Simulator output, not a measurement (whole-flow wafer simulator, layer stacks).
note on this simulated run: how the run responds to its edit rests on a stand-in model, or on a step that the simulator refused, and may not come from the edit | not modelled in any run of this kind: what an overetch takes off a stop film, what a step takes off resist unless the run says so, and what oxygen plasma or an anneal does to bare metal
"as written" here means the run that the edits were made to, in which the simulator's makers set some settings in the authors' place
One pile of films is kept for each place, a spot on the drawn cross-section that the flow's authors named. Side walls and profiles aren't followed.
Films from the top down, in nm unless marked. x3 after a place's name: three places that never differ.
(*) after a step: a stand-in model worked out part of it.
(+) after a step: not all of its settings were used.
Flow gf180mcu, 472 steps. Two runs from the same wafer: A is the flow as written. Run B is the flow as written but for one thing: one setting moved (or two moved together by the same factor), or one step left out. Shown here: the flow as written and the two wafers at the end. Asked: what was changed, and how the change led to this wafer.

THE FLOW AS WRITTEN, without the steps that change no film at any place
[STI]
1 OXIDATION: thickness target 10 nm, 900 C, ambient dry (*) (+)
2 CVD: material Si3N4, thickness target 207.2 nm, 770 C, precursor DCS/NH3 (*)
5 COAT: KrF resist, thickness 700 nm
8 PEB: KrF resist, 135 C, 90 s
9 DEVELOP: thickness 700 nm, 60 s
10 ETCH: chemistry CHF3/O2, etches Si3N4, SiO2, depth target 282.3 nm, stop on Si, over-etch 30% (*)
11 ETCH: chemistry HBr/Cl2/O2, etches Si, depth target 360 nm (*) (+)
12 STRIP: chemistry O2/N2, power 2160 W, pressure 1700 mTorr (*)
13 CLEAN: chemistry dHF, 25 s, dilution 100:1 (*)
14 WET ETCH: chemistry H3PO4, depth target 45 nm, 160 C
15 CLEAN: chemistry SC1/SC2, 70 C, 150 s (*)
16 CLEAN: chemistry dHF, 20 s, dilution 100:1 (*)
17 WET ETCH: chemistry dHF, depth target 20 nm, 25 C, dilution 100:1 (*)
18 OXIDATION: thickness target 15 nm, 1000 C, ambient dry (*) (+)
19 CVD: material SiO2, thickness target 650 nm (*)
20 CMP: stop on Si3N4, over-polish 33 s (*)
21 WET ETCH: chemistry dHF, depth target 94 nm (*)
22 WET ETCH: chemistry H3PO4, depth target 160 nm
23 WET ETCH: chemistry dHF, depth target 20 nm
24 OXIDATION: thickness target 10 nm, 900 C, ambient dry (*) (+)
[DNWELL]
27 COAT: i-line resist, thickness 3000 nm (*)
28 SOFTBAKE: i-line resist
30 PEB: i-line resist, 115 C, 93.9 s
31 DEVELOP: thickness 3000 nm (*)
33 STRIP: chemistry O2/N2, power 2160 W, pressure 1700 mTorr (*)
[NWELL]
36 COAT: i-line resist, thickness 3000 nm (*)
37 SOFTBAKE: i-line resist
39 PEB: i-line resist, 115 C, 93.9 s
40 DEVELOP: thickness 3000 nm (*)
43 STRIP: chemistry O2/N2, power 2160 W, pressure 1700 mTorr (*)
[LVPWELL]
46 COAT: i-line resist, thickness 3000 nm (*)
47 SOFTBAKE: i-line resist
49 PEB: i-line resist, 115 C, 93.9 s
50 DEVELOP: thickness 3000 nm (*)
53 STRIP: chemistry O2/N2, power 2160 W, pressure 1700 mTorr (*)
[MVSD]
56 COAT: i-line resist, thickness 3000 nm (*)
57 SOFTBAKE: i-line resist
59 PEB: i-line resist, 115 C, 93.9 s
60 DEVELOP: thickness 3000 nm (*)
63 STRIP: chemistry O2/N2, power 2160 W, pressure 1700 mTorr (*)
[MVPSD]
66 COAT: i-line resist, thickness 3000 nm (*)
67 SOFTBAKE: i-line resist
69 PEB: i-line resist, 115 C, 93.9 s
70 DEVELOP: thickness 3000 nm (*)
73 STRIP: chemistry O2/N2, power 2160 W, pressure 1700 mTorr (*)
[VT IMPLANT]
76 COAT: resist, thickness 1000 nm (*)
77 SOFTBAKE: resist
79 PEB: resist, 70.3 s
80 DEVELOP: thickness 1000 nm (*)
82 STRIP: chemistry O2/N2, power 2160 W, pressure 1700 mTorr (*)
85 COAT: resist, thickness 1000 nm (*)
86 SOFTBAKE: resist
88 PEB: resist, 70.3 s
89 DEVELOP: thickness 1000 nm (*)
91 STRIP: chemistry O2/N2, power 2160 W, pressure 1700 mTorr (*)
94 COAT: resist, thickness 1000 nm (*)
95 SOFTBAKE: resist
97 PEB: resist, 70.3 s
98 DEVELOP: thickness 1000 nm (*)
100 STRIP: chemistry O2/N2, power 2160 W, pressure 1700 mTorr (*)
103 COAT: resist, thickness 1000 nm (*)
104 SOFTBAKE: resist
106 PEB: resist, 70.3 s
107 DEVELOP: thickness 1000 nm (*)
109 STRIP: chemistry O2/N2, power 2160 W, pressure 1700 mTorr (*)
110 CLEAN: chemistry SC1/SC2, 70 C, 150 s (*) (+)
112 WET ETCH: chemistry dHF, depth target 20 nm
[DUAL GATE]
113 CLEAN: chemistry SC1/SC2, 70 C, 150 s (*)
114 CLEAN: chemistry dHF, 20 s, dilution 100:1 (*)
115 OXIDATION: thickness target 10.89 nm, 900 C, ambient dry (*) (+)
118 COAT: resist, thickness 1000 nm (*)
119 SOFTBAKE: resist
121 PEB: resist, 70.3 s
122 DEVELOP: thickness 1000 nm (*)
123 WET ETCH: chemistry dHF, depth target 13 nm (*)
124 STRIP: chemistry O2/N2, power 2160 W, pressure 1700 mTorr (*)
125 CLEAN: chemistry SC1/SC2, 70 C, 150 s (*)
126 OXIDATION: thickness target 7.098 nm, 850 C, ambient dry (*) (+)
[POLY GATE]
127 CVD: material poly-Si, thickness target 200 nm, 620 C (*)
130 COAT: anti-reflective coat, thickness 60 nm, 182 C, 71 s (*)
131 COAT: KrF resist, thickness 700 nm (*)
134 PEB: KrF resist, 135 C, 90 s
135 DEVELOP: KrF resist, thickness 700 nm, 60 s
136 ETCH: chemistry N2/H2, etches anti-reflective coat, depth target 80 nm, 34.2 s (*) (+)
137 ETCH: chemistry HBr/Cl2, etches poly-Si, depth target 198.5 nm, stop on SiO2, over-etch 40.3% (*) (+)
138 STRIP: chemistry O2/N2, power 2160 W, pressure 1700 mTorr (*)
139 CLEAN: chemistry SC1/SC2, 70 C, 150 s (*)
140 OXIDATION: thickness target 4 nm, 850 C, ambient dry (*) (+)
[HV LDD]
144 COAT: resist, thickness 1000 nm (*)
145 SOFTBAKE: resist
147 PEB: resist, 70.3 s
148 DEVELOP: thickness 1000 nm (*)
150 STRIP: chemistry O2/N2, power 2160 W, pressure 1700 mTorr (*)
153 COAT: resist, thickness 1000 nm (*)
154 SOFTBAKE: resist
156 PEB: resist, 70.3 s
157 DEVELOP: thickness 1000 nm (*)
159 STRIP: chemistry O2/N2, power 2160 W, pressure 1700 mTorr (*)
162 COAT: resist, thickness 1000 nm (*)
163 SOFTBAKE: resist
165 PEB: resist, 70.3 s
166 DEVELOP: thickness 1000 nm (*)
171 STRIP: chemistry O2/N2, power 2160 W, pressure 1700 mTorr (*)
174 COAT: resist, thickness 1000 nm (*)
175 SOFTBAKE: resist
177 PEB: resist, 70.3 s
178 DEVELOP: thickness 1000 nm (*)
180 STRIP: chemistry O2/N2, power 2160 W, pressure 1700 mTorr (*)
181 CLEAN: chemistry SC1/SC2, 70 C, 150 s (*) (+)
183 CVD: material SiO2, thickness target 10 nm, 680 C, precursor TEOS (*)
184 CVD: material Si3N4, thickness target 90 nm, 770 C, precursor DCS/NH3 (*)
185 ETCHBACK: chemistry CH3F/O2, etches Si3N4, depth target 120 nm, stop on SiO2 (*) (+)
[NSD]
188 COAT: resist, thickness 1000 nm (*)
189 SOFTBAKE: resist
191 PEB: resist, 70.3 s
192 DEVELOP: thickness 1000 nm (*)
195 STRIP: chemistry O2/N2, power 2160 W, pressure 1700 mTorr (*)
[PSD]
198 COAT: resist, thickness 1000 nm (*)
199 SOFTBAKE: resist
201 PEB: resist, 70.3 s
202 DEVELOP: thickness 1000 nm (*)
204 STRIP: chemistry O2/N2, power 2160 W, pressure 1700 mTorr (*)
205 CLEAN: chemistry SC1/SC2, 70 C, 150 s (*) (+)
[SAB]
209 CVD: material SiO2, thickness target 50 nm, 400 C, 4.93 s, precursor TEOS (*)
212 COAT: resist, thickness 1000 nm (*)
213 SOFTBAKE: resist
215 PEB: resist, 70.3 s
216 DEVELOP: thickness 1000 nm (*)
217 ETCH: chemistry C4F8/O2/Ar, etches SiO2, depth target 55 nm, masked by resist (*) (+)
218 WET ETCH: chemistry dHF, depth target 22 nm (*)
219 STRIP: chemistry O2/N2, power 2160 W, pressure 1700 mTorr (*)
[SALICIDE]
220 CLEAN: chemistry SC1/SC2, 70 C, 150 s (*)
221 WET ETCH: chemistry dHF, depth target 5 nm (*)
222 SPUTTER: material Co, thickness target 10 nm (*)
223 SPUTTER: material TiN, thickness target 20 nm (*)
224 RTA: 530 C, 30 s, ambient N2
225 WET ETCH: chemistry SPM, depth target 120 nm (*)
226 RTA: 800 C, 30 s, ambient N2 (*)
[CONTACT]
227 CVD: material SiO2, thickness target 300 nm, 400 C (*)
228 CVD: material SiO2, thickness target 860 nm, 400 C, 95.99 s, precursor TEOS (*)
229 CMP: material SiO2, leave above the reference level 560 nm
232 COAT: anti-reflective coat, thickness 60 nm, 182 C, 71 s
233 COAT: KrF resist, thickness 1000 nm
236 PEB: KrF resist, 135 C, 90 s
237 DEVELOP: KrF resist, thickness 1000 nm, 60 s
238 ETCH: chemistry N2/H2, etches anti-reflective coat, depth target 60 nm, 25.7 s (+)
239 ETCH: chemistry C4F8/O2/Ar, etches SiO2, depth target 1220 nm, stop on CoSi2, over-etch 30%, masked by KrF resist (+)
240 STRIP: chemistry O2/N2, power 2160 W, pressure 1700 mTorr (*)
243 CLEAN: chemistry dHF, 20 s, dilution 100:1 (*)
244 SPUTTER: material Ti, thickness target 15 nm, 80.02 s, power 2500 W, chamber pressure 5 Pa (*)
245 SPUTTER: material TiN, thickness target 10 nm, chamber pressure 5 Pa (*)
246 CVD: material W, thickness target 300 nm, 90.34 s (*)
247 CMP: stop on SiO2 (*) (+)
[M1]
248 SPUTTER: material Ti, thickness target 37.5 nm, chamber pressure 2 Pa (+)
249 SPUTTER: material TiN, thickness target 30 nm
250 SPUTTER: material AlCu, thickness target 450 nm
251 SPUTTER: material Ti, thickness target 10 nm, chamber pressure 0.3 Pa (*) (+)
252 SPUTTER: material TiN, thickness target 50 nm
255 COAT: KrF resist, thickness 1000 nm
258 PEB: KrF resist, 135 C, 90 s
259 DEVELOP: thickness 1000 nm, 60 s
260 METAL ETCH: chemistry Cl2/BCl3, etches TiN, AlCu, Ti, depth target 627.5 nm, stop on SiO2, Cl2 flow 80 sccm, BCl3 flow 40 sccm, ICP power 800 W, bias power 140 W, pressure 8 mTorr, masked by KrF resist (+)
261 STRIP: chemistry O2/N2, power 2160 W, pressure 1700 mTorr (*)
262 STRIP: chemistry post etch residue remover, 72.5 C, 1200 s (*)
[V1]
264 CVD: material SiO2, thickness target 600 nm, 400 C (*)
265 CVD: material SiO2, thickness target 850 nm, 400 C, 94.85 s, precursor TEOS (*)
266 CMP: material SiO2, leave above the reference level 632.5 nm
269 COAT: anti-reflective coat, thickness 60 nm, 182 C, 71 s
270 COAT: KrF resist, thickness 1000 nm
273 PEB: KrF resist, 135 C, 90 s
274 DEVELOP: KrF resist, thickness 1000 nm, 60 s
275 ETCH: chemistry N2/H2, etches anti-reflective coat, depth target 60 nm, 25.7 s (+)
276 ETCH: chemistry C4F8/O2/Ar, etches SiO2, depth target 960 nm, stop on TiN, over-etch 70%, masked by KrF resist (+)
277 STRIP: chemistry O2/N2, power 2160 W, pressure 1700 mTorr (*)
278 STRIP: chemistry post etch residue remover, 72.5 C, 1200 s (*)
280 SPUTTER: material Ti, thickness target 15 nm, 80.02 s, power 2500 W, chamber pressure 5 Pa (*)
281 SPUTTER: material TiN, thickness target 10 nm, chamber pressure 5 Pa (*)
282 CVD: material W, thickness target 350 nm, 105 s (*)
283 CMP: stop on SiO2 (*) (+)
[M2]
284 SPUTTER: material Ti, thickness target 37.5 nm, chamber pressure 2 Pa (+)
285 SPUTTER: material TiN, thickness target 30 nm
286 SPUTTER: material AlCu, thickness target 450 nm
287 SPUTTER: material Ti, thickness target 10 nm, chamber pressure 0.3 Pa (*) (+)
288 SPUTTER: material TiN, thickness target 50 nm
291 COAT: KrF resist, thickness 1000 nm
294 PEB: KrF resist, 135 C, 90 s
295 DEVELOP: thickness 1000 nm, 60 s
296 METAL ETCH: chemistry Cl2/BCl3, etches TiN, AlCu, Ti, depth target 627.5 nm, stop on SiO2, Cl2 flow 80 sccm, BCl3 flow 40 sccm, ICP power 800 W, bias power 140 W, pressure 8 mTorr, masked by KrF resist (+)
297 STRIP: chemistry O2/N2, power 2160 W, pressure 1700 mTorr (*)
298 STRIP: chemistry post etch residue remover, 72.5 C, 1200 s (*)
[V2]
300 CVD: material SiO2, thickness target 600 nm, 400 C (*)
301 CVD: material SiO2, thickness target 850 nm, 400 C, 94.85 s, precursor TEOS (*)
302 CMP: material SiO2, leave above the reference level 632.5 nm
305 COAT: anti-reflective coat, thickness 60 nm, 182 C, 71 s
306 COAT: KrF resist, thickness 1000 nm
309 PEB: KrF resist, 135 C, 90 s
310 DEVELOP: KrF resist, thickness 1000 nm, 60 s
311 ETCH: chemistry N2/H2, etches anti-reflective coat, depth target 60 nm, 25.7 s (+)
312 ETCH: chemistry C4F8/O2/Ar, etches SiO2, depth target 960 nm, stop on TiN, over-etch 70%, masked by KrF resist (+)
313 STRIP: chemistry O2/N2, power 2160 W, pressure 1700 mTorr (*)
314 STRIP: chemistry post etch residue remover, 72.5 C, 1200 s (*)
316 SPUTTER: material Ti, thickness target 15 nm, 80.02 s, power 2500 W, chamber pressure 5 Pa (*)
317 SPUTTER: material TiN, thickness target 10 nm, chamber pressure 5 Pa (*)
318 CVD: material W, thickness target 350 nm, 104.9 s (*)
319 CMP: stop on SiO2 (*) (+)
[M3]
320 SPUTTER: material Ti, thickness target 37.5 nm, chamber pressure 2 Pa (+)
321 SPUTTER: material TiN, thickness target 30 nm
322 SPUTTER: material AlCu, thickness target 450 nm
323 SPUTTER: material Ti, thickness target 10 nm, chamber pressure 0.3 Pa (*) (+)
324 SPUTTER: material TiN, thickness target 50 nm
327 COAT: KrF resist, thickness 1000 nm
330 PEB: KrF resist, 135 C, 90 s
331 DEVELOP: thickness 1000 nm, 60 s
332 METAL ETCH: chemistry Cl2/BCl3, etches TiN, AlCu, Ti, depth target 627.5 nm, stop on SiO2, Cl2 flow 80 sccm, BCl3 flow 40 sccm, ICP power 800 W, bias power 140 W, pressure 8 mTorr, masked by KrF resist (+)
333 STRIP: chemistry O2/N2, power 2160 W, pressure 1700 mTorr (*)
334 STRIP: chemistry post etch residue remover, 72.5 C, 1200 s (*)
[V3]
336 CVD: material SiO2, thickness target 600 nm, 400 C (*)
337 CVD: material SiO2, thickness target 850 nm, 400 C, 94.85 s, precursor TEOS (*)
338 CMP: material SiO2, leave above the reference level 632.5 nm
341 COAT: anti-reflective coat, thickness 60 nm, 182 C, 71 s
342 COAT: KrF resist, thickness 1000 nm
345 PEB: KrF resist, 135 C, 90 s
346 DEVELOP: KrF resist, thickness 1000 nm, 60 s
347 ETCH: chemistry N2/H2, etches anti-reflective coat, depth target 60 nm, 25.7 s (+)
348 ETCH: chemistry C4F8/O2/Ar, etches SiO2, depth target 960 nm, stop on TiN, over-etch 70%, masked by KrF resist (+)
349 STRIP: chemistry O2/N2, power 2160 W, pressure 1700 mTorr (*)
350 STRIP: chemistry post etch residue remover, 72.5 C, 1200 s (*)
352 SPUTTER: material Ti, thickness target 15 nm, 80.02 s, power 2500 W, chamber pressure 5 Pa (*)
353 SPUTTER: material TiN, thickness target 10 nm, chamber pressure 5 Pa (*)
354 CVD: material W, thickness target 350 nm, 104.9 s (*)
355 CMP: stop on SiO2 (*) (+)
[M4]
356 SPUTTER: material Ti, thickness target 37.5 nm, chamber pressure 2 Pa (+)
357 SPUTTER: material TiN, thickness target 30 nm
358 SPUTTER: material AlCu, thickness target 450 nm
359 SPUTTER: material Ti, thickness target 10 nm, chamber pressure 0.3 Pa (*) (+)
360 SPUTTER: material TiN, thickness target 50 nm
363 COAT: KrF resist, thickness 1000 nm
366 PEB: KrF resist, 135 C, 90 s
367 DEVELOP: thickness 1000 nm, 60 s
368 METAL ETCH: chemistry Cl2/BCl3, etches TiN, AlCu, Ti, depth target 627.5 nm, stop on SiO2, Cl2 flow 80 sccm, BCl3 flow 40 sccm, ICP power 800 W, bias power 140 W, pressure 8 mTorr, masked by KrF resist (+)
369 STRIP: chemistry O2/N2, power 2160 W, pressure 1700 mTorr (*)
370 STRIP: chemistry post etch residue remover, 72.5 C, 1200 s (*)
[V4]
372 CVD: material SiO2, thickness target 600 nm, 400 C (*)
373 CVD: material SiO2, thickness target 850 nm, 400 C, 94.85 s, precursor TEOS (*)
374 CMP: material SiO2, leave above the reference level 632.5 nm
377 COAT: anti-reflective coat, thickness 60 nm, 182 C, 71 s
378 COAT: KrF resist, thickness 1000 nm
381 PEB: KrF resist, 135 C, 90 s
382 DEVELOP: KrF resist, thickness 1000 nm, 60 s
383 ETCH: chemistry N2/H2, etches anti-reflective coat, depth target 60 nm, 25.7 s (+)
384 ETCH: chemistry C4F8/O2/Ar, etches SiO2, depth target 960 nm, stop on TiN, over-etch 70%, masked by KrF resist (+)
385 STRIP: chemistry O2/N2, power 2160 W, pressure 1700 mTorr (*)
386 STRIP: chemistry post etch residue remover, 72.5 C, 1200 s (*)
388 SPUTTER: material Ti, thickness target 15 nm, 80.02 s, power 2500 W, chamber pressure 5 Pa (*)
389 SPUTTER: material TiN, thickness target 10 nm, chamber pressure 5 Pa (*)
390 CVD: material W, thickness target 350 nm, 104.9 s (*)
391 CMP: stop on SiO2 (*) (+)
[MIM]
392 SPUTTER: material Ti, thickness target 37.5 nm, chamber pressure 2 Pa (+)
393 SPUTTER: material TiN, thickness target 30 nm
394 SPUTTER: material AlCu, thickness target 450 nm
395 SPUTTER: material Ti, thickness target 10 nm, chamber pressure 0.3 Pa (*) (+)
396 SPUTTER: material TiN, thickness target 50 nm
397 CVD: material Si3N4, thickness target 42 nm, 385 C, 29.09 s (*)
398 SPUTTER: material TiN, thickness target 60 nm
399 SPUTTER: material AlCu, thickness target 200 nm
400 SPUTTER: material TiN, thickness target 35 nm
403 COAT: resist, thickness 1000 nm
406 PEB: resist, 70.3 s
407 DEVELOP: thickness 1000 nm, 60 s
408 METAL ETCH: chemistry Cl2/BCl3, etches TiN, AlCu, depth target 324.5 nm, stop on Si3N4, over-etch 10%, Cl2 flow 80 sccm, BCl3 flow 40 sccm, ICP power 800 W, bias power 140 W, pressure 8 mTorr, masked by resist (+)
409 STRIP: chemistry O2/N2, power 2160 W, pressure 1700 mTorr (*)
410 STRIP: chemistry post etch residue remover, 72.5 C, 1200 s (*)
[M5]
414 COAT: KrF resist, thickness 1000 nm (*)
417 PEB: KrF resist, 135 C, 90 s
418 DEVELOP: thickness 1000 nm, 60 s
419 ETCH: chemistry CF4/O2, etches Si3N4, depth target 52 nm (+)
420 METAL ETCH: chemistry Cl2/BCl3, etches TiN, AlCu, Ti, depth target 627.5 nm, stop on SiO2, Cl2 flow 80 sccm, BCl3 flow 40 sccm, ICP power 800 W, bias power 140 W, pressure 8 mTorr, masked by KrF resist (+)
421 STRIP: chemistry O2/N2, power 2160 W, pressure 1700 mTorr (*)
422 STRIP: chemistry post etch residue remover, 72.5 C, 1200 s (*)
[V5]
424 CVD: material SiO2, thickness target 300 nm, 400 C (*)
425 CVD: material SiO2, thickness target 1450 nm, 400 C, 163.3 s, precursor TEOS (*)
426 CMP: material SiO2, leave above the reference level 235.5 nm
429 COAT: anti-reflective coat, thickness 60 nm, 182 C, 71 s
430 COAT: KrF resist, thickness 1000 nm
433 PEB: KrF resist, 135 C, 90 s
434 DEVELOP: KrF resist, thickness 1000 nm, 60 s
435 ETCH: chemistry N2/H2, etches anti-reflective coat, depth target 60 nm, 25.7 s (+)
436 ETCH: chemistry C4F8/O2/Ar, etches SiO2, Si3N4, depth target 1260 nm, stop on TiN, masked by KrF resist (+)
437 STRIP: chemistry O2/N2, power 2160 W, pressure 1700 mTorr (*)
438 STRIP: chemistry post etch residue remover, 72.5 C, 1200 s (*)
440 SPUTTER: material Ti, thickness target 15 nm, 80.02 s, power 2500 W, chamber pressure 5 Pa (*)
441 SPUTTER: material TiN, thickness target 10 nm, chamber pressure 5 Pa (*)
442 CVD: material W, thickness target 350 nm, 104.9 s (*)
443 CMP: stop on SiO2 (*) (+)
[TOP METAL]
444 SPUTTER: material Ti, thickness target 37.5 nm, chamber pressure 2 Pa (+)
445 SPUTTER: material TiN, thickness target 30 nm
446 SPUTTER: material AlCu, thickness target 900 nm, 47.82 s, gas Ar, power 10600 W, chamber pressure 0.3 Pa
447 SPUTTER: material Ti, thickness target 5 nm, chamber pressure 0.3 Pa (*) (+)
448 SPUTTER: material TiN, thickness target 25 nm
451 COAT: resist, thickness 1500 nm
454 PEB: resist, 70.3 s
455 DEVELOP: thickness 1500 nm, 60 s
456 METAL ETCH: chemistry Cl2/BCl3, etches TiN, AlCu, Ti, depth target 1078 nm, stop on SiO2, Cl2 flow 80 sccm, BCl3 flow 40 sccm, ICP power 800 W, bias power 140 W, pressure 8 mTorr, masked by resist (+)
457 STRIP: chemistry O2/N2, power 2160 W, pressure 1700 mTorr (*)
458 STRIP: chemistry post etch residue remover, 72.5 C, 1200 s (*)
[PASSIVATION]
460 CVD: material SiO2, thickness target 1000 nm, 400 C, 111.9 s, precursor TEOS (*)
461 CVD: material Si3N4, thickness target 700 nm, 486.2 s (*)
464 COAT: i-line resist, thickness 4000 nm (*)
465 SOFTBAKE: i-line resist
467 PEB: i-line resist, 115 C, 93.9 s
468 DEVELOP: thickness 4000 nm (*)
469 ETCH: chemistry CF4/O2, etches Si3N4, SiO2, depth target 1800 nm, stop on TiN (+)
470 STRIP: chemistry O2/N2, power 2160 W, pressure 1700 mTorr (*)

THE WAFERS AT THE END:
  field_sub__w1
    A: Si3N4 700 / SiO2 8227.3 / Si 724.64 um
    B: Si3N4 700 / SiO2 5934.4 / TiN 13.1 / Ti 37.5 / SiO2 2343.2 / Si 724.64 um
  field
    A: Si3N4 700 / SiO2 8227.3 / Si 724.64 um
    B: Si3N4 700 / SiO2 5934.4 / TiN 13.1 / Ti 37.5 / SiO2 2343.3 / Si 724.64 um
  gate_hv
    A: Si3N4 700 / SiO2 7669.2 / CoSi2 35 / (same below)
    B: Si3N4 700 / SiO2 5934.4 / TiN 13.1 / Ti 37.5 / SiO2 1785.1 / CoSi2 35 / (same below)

The cause: step 286, SPUTTER: thickness target 551 nm was run, where the flow has thickness target 450 nm.

How the change led to this, step by step:
  286 SPUTTER: material AlCu, thickness target 450 nm
      field, field__w1, field__w2 and 108 more: A AlCu +450 (new film) | B AlCu +551 (new film)
  296 METAL ETCH: chemistry Cl2/BCl3, etches TiN, AlCu, Ti, depth target 627.5 nm, stop on SiO2, Cl2 flow 80 sccm, BCl3 flow 40 sccm, ICP power 800 W, bias power 140 W, pressure 8 mTorr, masked by KrF resist (+)
      field, field__w1, field__w2 and 103 more: A TiN -50 (all of it), Ti -10 (all of it), AlCu -450 (all of it), TiN -30 (all of it), Ti -37.5 (all of it) | B TiN -50 (all of it), Ti -10 (all of it), AlCu -551 (all of it), TiN -16.5
  300 CVD: material SiO2, thickness target 600 nm, 400 C (*)
      field, field__w1, field__w2 and 103 more: A SiO2 +600 | B SiO2 +600 (new film)
  302 CMP: material SiO2, leave above the reference level 632.5 nm
      field, field__w1, field__w2 and 103 more: A SiO2 -300 | B SiO2 -249.6
Counting metal films that touch as one body, field_sub__w1 has 1 body; the flow as written gives 0 bodies.
Counting metal films that touch as one body, field has 1 body; the flow as written gives 0 bodies.
Counting metal films that touch as one body, gate_hv has 2 bodies (between them, from the top down: SiO2 1785.1); the flow as written gives 1 body.
